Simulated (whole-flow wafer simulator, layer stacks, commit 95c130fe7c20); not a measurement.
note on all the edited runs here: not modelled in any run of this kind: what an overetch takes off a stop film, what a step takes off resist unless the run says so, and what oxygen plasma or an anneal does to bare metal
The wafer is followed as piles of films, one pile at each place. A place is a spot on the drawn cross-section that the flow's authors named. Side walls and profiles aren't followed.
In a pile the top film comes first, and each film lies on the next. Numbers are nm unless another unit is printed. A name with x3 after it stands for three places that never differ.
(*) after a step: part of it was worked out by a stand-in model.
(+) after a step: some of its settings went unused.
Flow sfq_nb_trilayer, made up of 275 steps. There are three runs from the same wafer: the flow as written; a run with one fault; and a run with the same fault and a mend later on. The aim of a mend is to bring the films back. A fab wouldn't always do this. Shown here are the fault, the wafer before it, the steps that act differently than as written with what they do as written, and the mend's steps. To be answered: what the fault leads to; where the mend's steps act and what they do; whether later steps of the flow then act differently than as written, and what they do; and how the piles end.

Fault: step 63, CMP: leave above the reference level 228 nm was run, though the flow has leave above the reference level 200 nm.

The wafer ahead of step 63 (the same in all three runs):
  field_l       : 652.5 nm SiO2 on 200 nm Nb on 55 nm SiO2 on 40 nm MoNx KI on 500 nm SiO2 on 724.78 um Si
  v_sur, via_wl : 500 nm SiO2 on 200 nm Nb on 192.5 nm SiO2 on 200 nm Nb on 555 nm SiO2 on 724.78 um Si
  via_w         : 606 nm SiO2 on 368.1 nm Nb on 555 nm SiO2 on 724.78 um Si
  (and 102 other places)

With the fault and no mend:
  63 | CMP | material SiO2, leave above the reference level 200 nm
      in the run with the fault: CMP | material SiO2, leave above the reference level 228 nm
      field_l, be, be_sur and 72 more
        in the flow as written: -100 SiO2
        in the run with the fault: -72 SiO2
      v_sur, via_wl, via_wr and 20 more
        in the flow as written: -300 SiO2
        in the run with the fault: -272 SiO2
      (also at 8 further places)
  Steps further on in the flow that do not act as written (3 more steps, not shown, differ only slightly: by at most 2% or 0.5 nm, whichever is larger):
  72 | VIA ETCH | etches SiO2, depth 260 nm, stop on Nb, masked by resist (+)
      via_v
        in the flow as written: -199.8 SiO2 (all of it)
        in the run with the fault: -227.8 SiO2 (all of it)
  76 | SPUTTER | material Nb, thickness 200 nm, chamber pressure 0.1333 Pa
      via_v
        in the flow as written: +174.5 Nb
        in the run with the fault: +169.3 Nb
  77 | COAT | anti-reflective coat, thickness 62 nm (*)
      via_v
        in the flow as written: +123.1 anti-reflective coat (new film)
        in the run with the fault: +129 anti-reflective coat (new film)
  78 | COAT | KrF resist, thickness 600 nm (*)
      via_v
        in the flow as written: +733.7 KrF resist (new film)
        in the run with the fault: +756.5 KrF resist (new film)
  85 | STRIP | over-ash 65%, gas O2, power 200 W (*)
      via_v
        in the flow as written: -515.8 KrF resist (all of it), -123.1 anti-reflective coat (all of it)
        in the run with the fault: -538.5 KrF resist (all of it), -129 anti-reflective coat (all of it)
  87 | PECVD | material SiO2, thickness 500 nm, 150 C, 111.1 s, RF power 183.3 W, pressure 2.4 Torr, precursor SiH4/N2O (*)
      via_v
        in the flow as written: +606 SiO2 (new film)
        in the run with the fault: +639.3 SiO2 (new film)
  At v_sur, via_wl, via_w and 36 more, the piles at the end differ from the flow's by more than 2% or 0.5 nm, whichever is larger.
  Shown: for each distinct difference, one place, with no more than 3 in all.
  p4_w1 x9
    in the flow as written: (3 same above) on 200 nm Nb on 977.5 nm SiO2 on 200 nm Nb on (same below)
    in the run with the fault: (3 same above) on 200 nm Nb on 1005.5 nm SiO2 on 200 nm Nb on (same below)
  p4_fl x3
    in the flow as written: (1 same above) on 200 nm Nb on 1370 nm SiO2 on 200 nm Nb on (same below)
    in the run with the fault: (1 same above) on 200 nm Nb on 1398 nm SiO2 on 200 nm Nb on (same below)
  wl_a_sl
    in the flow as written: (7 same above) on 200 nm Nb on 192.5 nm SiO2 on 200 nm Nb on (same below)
    in the run with the fault: (7 same above) on 200 nm Nb on 220.5 nm SiO2 on 200 nm Nb on (same below)

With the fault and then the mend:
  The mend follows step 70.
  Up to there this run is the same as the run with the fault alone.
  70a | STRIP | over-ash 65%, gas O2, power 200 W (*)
      field_l, v_sur, via_wl and 102 more
        -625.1 KrF resist (all of it), -62 anti-reflective coat (all of it)
      via_v
        -62 anti-reflective coat (all of it)
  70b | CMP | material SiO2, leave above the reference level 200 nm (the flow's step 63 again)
      field_l, v_sur, via_wl and 103 more
        -28 SiO2
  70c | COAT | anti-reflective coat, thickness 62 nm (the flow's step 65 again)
      field_l, v_sur, via_wl and 103 more
        +62 anti-reflective coat (new film)
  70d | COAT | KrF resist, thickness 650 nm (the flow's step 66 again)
      field_l, v_sur, via_wl and 103 more
        +650 KrF resist (new film)
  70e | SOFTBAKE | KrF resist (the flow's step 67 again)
      leaves every film unchanged at each place that is followed
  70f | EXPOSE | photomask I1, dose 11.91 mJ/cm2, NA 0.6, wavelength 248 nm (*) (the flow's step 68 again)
      leaves every film unchanged at each place that is followed
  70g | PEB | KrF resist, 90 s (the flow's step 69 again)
      field_l, v_sur, via_wl and 103 more
        -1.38 KrF resist
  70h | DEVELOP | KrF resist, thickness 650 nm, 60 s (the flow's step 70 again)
      field_l, v_sur, via_wl and 102 more
        -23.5 KrF resist
      via_v
        -648.6 KrF resist (all of it)
  None of the later steps of the flow acts differently than as written at any place that is followed.
  At every place that both follow, the piles at the end match the flow's.
